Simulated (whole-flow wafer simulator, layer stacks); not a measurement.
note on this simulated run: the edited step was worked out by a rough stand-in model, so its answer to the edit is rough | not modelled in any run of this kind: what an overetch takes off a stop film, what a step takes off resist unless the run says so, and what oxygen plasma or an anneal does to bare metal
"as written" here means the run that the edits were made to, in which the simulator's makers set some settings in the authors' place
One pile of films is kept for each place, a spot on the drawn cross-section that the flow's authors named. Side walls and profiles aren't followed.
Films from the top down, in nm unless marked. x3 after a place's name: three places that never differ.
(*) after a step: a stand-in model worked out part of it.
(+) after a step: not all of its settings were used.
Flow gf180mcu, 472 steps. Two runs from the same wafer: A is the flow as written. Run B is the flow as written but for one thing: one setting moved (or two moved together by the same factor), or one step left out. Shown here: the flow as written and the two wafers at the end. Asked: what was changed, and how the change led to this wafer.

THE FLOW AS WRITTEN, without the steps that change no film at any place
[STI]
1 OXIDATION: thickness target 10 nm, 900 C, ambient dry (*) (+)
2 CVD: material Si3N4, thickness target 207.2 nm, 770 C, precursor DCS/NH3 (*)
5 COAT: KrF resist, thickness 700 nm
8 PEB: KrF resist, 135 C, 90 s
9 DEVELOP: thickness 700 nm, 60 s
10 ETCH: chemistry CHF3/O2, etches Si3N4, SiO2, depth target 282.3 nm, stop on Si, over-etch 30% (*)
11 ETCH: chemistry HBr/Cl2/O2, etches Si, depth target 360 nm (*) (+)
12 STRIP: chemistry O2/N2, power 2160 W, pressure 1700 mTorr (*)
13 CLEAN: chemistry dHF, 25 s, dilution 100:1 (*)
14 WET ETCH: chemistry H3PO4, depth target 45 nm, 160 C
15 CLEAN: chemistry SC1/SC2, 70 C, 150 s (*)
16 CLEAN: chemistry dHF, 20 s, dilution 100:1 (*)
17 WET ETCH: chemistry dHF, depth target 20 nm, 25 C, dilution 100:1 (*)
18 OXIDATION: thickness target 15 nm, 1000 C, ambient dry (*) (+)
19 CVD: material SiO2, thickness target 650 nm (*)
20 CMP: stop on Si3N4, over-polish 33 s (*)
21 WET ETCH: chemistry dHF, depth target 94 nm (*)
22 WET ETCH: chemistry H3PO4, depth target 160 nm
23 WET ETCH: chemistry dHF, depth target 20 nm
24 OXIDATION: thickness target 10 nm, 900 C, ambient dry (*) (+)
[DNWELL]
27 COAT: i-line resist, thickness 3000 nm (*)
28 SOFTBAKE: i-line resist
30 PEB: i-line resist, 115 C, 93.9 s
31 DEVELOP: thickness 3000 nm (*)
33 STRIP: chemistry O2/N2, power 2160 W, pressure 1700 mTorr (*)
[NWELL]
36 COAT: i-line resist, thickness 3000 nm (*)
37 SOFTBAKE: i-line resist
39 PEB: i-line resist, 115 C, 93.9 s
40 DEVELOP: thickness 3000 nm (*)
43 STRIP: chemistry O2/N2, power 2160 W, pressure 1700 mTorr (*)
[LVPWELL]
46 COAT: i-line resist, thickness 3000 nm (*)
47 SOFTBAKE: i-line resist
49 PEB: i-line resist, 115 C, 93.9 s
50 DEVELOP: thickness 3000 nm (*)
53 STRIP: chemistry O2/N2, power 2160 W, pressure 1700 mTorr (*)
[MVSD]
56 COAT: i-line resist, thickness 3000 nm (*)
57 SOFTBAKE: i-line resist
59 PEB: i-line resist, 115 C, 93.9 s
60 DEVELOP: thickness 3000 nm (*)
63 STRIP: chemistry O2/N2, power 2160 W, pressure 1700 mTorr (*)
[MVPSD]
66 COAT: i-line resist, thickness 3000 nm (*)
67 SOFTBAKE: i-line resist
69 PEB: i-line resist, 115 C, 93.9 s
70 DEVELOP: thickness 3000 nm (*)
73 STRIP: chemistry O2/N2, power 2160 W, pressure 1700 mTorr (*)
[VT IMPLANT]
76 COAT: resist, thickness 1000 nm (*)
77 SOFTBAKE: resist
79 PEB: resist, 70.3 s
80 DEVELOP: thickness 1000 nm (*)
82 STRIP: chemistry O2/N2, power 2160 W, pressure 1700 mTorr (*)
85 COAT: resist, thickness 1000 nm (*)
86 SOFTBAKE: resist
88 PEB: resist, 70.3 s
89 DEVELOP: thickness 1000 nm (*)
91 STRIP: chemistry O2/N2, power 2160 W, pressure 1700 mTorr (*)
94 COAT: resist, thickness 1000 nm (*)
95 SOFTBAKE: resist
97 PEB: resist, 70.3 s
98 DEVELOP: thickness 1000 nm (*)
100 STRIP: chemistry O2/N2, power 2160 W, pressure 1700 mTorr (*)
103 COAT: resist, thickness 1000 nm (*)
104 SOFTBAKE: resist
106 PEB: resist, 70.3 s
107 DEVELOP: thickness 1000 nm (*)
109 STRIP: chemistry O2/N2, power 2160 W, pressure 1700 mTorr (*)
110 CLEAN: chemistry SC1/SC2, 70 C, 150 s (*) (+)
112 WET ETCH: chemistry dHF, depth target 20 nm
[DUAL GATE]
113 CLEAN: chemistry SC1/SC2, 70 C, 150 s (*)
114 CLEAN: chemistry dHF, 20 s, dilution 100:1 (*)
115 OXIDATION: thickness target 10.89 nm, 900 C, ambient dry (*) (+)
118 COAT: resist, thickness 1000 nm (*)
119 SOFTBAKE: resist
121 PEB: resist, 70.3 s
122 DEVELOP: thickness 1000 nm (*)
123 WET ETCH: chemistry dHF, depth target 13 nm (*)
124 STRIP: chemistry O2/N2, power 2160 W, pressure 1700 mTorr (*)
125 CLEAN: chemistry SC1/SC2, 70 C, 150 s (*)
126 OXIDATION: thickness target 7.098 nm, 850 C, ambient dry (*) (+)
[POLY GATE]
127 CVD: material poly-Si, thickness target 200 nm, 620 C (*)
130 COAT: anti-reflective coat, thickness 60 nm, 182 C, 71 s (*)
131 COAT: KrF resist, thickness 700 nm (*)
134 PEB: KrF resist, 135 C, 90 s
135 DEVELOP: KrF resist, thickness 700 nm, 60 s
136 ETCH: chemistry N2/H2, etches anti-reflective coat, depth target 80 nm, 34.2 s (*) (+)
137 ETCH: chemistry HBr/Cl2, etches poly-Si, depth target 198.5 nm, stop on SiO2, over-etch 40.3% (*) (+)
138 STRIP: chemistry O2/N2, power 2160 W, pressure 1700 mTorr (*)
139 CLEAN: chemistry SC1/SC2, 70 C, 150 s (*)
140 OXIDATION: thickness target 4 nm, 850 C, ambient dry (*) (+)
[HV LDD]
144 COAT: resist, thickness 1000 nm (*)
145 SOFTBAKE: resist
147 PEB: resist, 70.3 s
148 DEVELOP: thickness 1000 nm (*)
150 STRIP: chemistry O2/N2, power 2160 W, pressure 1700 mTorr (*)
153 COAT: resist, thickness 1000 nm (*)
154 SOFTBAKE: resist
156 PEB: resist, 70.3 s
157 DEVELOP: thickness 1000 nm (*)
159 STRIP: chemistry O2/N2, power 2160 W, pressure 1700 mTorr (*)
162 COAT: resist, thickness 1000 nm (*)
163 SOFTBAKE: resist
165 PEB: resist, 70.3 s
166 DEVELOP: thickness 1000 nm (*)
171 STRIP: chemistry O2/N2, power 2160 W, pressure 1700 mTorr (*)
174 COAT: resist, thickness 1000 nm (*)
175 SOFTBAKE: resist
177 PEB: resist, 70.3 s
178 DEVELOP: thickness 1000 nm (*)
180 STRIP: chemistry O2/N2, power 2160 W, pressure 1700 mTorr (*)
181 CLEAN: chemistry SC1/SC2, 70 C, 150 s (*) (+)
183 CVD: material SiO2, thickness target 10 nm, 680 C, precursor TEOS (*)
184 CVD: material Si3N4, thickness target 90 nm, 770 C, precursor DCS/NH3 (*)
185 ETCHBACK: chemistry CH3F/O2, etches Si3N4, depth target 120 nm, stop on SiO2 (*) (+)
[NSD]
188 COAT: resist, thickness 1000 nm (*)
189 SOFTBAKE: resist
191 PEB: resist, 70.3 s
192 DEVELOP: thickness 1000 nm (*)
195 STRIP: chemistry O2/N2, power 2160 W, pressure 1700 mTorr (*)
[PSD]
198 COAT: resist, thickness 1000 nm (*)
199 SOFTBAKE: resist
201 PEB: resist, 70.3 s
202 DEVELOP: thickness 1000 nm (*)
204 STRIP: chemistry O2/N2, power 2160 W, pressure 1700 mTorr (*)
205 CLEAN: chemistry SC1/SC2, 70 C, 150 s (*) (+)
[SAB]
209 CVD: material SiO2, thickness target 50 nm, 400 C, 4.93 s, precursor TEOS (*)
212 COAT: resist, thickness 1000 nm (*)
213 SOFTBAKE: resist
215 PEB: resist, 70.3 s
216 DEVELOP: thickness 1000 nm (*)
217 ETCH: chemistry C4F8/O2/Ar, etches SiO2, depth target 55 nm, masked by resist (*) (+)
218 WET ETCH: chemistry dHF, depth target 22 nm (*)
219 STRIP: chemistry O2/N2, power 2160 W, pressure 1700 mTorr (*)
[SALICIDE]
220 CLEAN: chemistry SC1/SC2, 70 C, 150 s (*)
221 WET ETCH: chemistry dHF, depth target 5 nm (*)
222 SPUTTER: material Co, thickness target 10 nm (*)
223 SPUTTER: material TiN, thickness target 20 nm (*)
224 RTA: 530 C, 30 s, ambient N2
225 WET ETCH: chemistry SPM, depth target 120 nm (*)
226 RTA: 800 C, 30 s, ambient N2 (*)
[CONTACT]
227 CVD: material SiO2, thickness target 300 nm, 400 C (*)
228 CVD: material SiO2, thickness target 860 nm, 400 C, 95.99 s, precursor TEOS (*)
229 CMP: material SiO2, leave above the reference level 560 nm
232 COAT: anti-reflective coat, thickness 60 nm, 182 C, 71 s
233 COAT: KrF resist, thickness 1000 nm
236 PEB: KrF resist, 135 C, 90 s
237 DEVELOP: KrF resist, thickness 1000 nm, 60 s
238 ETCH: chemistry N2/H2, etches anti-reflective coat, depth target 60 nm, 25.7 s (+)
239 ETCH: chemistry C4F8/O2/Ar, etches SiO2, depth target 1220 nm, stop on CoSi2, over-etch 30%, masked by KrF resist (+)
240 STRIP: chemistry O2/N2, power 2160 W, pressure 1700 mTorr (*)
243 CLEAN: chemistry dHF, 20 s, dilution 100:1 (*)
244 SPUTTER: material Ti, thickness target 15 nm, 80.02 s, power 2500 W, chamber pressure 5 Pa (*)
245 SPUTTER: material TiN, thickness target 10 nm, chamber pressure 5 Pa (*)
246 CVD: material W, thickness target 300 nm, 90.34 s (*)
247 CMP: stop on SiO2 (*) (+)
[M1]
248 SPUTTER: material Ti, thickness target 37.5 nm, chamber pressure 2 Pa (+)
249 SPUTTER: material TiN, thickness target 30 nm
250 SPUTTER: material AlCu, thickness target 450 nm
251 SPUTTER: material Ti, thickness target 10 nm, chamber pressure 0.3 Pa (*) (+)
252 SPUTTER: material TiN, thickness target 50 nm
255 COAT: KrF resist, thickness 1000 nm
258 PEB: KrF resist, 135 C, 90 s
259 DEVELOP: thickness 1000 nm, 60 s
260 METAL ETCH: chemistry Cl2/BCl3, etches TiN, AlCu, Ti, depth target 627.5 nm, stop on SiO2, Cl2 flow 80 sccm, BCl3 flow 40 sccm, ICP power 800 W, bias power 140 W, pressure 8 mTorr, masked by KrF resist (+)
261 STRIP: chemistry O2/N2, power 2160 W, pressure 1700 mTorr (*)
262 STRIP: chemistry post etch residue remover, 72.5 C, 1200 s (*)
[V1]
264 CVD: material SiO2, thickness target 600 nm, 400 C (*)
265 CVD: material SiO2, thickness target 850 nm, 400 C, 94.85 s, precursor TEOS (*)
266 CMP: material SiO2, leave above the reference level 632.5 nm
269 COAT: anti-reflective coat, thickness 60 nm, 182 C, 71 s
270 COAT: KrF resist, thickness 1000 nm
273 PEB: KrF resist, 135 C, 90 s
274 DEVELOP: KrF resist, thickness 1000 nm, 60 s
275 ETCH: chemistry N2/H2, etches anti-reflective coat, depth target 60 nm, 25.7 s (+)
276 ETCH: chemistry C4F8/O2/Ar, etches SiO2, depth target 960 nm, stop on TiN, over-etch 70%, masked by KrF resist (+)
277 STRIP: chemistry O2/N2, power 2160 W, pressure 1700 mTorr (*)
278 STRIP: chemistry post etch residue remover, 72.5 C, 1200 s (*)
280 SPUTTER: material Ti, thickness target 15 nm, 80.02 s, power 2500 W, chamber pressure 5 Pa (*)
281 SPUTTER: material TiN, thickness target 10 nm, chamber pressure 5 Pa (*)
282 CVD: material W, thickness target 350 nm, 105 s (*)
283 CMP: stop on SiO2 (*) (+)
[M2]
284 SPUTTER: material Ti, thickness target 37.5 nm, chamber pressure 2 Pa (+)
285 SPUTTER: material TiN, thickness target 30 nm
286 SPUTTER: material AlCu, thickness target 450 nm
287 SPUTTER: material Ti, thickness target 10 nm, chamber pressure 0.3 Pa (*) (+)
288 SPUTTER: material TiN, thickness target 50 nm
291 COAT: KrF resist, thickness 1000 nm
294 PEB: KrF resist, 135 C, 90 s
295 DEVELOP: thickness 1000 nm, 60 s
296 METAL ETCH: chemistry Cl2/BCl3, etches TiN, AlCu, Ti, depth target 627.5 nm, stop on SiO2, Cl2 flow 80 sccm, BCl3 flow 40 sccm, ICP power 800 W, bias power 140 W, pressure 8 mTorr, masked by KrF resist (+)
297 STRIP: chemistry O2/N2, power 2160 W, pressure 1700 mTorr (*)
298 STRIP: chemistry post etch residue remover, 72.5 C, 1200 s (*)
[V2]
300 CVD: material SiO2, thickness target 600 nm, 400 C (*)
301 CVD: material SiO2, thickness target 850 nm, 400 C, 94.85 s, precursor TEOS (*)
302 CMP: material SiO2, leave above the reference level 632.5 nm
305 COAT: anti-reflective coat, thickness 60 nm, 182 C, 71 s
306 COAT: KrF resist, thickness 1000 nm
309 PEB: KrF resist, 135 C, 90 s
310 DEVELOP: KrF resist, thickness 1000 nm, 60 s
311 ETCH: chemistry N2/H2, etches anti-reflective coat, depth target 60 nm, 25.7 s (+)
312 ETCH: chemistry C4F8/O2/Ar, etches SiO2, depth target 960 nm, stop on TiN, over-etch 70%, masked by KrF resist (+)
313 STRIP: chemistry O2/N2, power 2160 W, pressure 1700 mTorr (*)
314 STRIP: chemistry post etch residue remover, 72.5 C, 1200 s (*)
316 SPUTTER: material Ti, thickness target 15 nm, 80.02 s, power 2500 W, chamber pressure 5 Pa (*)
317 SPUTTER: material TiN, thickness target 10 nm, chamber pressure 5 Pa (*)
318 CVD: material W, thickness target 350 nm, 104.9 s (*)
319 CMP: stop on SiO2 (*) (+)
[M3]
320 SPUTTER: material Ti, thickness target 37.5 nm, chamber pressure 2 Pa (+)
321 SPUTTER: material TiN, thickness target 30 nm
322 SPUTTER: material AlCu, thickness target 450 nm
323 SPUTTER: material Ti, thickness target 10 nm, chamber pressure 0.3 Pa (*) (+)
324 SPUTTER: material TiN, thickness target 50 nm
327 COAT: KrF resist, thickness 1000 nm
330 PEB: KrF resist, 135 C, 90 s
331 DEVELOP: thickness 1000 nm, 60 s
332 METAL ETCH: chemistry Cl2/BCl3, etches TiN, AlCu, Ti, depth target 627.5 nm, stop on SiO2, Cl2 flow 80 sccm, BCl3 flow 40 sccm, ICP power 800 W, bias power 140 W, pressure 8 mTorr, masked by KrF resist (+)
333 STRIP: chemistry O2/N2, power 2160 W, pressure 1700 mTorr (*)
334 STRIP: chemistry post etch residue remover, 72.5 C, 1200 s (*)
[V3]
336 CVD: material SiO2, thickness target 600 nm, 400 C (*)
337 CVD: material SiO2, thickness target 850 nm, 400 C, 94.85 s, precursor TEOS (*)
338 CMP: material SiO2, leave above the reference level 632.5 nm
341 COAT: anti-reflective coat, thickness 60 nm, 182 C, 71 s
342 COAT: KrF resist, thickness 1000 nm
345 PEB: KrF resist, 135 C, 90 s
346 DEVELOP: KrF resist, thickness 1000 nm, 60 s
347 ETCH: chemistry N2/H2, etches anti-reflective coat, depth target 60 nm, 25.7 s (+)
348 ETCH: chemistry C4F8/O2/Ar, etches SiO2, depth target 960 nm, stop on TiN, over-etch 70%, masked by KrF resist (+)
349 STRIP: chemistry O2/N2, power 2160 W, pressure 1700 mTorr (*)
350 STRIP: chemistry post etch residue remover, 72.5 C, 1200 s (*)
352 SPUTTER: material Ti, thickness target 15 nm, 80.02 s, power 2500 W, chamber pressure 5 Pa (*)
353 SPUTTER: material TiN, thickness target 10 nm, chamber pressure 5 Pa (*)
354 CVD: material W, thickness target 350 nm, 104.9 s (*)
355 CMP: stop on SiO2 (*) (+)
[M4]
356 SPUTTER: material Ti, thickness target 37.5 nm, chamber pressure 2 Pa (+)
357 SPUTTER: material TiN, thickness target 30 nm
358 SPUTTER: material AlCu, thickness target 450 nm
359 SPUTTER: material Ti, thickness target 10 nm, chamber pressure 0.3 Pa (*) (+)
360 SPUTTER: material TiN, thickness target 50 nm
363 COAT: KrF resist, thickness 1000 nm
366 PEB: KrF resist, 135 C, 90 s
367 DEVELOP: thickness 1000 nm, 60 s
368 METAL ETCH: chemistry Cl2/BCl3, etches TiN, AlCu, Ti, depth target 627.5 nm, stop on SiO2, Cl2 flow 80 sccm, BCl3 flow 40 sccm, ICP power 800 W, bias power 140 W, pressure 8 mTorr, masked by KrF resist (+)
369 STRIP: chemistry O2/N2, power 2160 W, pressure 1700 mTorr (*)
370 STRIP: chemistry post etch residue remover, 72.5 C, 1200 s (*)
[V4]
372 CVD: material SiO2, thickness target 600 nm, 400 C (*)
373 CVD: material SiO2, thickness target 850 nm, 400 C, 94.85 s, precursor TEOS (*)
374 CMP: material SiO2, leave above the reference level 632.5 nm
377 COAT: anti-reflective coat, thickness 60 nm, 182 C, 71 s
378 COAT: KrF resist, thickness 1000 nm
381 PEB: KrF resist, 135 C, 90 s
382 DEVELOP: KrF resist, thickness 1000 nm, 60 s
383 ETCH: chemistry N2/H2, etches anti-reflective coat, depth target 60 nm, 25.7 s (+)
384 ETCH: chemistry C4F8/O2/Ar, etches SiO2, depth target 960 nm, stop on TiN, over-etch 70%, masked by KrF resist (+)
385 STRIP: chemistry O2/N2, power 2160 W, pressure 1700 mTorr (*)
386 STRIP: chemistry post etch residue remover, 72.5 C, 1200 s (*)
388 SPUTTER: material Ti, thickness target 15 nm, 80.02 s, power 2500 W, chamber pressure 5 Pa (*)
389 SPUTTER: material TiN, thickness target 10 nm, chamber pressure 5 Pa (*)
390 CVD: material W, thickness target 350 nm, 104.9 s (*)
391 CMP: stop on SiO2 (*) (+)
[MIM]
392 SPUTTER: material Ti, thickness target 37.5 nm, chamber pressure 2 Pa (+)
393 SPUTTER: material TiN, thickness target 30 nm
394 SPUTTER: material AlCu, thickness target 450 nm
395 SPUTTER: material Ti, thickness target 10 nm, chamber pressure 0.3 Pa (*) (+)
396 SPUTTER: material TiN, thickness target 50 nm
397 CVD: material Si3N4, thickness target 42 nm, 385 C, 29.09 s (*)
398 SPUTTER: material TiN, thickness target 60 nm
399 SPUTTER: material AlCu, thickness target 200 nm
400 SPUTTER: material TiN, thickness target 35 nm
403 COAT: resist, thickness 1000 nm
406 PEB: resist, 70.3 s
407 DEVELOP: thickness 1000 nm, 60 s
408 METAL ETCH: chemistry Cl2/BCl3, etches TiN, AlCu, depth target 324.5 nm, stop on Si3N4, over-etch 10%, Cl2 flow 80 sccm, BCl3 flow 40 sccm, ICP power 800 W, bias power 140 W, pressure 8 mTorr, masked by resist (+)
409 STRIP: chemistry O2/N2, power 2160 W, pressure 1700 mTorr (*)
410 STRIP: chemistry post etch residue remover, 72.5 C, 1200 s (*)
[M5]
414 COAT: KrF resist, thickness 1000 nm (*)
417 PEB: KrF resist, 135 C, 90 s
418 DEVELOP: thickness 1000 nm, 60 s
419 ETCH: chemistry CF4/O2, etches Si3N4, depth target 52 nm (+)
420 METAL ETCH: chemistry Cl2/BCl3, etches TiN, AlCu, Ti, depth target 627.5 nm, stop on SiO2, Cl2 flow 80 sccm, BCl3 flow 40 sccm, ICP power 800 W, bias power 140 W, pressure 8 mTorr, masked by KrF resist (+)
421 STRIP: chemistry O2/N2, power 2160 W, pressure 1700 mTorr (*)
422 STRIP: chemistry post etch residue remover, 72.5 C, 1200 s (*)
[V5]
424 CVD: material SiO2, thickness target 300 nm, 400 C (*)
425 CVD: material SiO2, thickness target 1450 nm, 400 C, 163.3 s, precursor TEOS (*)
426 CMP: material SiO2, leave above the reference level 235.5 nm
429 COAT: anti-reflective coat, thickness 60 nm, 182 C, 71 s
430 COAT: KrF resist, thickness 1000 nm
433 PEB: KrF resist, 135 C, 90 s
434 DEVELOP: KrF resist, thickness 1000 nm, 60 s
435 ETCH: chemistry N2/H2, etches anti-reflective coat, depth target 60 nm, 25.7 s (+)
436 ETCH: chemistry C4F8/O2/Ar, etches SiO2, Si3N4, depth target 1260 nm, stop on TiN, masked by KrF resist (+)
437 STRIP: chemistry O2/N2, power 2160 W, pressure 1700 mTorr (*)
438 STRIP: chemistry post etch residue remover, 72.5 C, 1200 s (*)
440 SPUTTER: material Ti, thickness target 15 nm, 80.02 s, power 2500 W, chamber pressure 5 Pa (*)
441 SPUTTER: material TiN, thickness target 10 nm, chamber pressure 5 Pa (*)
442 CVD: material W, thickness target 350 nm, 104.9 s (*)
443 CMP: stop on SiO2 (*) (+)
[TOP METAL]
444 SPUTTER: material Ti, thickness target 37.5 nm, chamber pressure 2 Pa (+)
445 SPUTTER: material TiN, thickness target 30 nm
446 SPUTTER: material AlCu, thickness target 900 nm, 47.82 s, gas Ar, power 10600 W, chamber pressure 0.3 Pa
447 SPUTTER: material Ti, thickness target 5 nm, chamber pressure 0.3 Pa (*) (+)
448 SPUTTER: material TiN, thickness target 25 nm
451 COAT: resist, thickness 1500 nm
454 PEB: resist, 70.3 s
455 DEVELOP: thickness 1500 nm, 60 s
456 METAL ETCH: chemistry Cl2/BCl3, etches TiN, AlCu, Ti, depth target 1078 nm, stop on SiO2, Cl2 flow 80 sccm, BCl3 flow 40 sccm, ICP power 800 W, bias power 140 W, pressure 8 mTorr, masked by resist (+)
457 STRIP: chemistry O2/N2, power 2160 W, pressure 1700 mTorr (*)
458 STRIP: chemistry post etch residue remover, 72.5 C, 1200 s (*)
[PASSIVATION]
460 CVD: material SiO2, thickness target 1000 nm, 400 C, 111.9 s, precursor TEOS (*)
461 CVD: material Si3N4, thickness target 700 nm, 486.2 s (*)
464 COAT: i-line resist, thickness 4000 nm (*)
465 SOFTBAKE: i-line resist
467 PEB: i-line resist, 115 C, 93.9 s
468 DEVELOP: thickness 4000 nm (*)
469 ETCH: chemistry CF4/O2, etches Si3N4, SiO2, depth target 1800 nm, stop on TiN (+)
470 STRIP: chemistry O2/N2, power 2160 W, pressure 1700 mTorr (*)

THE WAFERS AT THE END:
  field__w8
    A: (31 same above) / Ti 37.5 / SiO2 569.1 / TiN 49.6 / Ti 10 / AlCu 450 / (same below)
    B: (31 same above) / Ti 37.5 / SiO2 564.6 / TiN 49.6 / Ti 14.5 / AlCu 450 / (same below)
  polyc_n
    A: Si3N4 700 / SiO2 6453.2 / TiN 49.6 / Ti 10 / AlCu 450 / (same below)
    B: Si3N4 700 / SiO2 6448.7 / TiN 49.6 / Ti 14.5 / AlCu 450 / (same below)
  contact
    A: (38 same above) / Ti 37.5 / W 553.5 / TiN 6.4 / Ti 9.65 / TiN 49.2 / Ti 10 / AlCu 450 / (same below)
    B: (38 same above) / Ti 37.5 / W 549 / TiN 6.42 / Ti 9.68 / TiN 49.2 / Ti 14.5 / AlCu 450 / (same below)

The cause: step 251, SPUTTER: thickness target 14.5 nm was run, where the flow has thickness target 10 nm.
It can be read off the wafer: field__w8 has Ti 14.5, and step 251 as written asks for 10 nm.

How the change led to this, step by step:
  251 SPUTTER: material Ti, thickness target 10 nm, chamber pressure 0.3 Pa (*) (+)
      field, field__w1, field__w2 and 108 more: A Ti +10 (new film) | B Ti +14.5 (new film)
  260 METAL ETCH: chemistry Cl2/BCl3, etches TiN, AlCu, Ti, depth target 627.5 nm, stop on SiO2, Cl2 flow 80 sccm, BCl3 flow 40 sccm, ICP power 800 W, bias power 140 W, pressure 8 mTorr, masked by KrF resist (+)
      field, field__w1, field__w2 and 99 more: A TiN -50 (all of it), Ti -10 (all of it), AlCu -450 (all of it), TiN -30 (all of it), Ti -37.5 (all of it) | B TiN -50 (all of it), Ti -14.5 (all of it), AlCu -450 (all of it), TiN -30 (all of it), Ti -37.5 (all of it)
